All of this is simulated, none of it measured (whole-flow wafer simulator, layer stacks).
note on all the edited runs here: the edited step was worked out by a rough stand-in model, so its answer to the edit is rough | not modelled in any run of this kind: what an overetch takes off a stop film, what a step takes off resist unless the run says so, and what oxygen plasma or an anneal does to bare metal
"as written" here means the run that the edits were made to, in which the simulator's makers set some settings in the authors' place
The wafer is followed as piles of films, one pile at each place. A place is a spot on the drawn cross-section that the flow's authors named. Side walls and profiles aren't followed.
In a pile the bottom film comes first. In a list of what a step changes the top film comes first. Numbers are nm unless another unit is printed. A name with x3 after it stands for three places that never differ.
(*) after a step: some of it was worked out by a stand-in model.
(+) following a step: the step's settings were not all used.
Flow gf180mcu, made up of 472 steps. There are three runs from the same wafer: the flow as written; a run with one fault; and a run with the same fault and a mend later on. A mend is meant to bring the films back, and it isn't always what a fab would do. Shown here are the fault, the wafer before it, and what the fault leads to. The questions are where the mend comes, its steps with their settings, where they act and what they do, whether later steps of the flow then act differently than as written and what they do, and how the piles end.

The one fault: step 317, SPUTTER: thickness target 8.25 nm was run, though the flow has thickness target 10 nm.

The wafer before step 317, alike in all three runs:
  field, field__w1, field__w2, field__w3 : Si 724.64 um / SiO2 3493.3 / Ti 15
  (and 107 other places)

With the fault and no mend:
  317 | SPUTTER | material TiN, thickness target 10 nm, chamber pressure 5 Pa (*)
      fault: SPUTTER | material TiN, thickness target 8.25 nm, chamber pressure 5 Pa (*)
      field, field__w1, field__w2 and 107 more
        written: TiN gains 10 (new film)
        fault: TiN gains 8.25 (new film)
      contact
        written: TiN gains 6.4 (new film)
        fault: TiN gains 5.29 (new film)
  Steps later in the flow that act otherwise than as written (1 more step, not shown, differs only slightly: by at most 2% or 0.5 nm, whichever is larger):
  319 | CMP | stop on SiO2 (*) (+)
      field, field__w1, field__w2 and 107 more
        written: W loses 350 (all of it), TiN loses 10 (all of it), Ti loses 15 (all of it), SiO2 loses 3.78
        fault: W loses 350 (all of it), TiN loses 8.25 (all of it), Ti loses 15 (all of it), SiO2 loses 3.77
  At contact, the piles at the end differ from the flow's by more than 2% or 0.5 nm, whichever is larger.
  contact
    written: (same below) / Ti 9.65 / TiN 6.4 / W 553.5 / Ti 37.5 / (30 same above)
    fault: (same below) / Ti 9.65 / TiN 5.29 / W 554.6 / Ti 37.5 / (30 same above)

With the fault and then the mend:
  The mend stands after step 317.
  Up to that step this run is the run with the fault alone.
  317a | SPUTTER | material TiN, thickness target 1.75 nm, chamber pressure 5 Pa (*) (a further turn of the flow's step 317, with different settings)
      field, field__w1, field__w2 and 107 more
        TiN gains 1.75
      contact
        TiN gains 1.12
  Every later step of the flow that is run acts as written at every place that is followed.
  The piles end the same as the flow's at every place that both follow.
